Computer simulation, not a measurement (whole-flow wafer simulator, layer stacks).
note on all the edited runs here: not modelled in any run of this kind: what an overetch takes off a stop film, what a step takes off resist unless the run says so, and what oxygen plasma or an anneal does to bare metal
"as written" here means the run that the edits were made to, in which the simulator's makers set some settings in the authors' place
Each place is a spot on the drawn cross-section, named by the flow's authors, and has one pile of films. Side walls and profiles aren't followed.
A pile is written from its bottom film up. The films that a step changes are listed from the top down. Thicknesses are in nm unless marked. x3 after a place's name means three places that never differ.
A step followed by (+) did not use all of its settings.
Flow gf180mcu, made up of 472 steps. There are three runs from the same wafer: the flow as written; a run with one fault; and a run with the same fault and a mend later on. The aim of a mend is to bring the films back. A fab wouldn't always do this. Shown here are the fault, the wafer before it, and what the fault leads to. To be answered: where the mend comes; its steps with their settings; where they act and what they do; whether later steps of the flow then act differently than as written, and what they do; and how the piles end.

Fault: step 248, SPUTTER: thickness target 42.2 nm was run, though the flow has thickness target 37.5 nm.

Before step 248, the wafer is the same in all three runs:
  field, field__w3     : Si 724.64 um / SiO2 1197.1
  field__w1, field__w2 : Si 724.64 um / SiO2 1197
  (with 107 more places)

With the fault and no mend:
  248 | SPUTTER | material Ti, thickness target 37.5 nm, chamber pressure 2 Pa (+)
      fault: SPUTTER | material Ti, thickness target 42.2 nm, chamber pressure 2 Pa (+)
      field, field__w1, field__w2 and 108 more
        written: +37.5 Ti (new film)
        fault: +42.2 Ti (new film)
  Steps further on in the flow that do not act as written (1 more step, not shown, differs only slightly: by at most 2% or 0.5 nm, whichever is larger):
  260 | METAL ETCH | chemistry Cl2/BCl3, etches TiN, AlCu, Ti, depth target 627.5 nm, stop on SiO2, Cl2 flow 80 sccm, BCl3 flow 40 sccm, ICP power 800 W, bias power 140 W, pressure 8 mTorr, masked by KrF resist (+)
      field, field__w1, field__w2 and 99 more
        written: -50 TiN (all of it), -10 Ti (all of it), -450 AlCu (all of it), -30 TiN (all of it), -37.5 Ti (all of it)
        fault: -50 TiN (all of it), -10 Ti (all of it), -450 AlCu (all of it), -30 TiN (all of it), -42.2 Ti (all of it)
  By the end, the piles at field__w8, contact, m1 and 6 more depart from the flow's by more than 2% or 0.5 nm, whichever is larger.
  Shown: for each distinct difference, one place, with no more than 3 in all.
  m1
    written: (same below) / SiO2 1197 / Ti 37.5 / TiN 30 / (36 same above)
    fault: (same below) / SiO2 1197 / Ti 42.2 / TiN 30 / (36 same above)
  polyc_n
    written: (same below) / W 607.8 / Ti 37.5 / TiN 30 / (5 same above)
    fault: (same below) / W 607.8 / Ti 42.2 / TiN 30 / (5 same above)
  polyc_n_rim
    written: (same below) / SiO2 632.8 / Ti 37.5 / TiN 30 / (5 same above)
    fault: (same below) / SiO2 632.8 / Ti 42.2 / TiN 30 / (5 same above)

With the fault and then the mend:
  After step 259 comes the mend.
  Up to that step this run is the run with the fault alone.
  260 | METAL ETCH | chemistry Cl2/BCl3, etches TiN, AlCu, Ti, depth target 632.2 nm, stop on SiO2, Cl2 flow 80 sccm, BCl3 flow 40 sccm, ICP power 800 W, bias power 140 W, pressure 8 mTorr, masked by KrF resist (+) (the flow's step 260; as written it has depth target 627.5 nm)
      field, field__w1, field__w2 and 99 more
        -50 TiN (all of it), -10 Ti (all of it), -450 AlCu (all of it), -30 TiN (all of it), -42.2 Ti (all of it)
      field__w8, contact, m1 and 6 more
        -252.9 KrF resist
  None of the later steps of the flow differs from how it acts as written, at any place that is followed, by more than 2% or 0.5 nm, whichever is larger.
  By the end, the piles at field__w8, contact, m1 and 6 more depart from the flow's by more than 2% or 0.5 nm, whichever is larger.
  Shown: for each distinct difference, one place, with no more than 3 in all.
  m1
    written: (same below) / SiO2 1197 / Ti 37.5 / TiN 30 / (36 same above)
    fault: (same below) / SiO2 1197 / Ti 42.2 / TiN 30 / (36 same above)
    mend: (same below) / SiO2 1197 / Ti 42.2 / TiN 30 / (36 same above)
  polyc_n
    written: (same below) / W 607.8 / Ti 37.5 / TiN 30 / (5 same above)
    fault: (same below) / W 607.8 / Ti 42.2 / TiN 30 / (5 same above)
    mend: (same below) / W 607.8 / Ti 42.2 / TiN 30 / (5 same above)
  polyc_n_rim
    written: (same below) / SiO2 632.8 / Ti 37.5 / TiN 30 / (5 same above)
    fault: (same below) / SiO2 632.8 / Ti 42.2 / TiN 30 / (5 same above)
    mend: (same below) / SiO2 632.8 / Ti 42.2 / TiN 30 / (5 same above)
